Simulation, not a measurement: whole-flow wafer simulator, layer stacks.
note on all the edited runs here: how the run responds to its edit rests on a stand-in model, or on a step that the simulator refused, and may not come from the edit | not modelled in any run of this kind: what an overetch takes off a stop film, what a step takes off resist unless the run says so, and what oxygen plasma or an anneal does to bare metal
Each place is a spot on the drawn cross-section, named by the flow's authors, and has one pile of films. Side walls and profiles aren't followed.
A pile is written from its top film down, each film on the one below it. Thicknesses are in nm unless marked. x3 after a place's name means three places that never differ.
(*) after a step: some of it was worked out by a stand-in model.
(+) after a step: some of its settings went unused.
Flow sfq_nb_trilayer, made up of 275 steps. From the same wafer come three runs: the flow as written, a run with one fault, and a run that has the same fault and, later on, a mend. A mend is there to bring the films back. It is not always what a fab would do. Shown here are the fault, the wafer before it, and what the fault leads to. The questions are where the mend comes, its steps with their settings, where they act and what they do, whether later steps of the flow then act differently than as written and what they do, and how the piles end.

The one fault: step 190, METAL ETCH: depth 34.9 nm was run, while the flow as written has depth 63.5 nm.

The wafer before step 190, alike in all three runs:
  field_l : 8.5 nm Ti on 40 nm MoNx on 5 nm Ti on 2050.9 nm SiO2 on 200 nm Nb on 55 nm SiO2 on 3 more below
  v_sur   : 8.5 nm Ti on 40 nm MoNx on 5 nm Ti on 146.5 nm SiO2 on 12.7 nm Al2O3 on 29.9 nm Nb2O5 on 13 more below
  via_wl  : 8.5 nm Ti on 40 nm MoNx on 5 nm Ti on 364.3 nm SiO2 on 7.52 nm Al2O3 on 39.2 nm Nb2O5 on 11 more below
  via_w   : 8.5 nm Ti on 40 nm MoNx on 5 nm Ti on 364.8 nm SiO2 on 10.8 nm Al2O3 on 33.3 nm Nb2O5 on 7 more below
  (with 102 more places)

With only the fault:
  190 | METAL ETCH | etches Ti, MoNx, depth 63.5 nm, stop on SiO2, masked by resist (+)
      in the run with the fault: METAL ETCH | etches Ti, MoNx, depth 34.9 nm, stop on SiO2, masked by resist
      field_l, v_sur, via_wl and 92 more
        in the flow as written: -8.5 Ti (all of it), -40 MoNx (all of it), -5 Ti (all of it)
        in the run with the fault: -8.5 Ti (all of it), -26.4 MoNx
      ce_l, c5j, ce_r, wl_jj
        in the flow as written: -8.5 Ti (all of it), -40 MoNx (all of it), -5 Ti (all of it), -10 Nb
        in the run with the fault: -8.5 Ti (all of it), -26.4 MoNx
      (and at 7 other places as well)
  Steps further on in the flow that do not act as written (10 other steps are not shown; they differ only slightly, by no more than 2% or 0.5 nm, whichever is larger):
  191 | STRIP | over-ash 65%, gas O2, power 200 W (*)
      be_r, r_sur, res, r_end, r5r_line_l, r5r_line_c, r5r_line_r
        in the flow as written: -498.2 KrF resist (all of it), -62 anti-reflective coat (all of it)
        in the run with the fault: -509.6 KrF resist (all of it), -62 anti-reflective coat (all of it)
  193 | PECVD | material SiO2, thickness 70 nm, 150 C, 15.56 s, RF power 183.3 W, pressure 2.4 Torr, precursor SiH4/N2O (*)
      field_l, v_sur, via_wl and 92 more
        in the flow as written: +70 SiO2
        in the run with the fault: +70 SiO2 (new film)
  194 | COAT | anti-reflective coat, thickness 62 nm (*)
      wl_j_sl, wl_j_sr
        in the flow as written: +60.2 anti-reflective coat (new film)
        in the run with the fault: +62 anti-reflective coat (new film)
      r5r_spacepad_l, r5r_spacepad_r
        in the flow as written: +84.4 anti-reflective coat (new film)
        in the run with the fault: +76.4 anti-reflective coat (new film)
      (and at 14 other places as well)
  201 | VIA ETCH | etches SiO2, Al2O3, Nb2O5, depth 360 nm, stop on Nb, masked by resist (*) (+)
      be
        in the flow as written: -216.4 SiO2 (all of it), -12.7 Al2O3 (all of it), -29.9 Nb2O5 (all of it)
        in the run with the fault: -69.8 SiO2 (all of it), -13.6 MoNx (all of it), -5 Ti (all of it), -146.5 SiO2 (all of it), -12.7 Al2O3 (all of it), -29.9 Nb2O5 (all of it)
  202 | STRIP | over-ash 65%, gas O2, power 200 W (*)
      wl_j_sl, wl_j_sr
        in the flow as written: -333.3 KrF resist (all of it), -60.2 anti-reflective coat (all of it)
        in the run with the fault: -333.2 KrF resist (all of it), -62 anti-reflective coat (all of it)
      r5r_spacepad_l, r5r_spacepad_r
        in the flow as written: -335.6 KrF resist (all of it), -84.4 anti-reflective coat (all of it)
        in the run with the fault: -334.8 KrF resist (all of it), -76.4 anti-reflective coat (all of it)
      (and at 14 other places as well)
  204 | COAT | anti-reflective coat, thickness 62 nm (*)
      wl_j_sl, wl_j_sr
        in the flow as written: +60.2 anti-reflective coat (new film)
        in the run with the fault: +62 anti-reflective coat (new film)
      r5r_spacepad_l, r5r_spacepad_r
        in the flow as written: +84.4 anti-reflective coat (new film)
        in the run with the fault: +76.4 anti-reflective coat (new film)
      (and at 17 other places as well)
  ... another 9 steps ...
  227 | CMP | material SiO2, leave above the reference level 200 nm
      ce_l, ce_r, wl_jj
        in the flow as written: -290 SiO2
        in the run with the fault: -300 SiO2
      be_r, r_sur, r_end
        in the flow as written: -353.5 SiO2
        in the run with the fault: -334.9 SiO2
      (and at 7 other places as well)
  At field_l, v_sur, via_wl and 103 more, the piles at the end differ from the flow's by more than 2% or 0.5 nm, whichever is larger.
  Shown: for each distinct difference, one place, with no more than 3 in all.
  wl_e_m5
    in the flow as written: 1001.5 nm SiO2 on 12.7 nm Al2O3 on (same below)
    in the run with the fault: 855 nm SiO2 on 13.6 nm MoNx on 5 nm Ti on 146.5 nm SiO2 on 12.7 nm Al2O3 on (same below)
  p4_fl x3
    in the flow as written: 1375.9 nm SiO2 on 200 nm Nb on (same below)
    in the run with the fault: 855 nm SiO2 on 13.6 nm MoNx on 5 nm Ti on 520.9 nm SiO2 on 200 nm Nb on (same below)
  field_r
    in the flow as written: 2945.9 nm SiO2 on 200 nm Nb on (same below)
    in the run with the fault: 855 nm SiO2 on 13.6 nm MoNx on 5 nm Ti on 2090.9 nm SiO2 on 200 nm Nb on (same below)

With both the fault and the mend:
  The mend stands after step 191.
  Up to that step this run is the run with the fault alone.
  191a | COAT | anti-reflective coat, thickness 62 nm (*) (a further turn of the flow's step 183)
      p4_fl x3, p4_w1 x9, p4_g1 x2 and 57 more
        +62 anti-reflective coat (new film)
      v_sur, via_wl, via_w and 8 more
        +62.2 anti-reflective coat (new film)
      be, be_sur, c5j, ln_m5, lsp_m
        +62.3 anti-reflective coat (new film)
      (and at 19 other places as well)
  191b | COAT | KrF resist, thickness 600 nm (*) (a further turn of the flow's step 184)
      p4_fl x3, p4_w1 x9, p4_g1 x2 and 57 more
        +600 KrF resist (new film)
      field_l, v_sur, via_wl, via_w
        +600.4 KrF resist (new film)
      via_wr, via_sp, l0v
        +600.5 KrF resist (new film)
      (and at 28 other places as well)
  191c | SOFTBAKE | KrF resist (a further turn of the flow's step 185)
      does not change any film at any place that is followed
  191d | EXPOSE | photomask R5, dose 12.12 mJ/cm2, NA 0.6, wavelength 248 nm (*) (a further turn of the flow's step 186)
      does not change any film at any place that is followed
  191e | PEB | KrF resist, 90 s (a further turn of the flow's step 187)
      field_l, v_sur, via_wl and 78 more
        -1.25 KrF resist
      wire, be, be_sur and 13 more
        -1.26 KrF resist
      r_end, r5r_line_l, r5r_line_c, r5r_line_r
        -1.23 KrF resist
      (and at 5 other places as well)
  191f | DEVELOP | KrF resist, thickness 600 nm, 60 s (a further turn of the flow's step 188)
      p4_fl x3, p4_w1 x9, p4_g1 x2 and 57 more
        -598.7 KrF resist (all of it)
      be_r, r_sur, res, r_end, r5r_line_l, r5r_line_c, r5r_line_r
        -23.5 KrF resist
      via_wl, via_w, via_wr, l0v
        -599.2 KrF resist (all of it)
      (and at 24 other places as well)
  191g | METAL ETCH | etches anti-reflective coat, depth 125 nm, masked by resist (*) (+) (a further turn of the flow's step 189)
      p4_fl x3, p4_w1 x9, p4_g1 x2 and 57 more
        -62 anti-reflective coat (all of it)
      v_sur, via_wl, via_w and 8 more
        -62.2 anti-reflective coat (all of it)
      be_r, r_sur, res, r_end, r5r_line_l, r5r_line_c, r5r_line_r
        -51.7 KrF resist
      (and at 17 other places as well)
  191h | METAL ETCH | etches Ti, MoNx, depth 28.6 nm, stop on SiO2, masked by resist (+) (a further turn of the flow's step 190, with different settings)
      field_l, v_sur, via_wl and 92 more
        -13.6 MoNx (all of it), -5 Ti (all of it)
      be_r, r_sur, res, r_end, r5r_line_l, r5r_line_c, r5r_line_r
        -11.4 KrF resist
      ce_l, c5j, ce_r, wl_jj
        -13.6 MoNx (all of it), -5 Ti (all of it), -10 Nb
  191i | STRIP | over-ash 65%, gas O2, power 200 W (*) (a further turn of the flow's step 191)
      r5r_line_c, r5r_line_r
        -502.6 KrF resist (all of it), -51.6 anti-reflective coat (all of it)
      be_r
        -497.8 KrF resist (all of it), -56 anti-reflective coat (all of it)
      r_sur
        -497.6 KrF resist (all of it), -58.9 anti-reflective coat (all of it)
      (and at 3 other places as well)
  None of the later steps of the flow acts differently than as written at any place that is followed.
  The piles end the same as the flow's at every place that both follow.
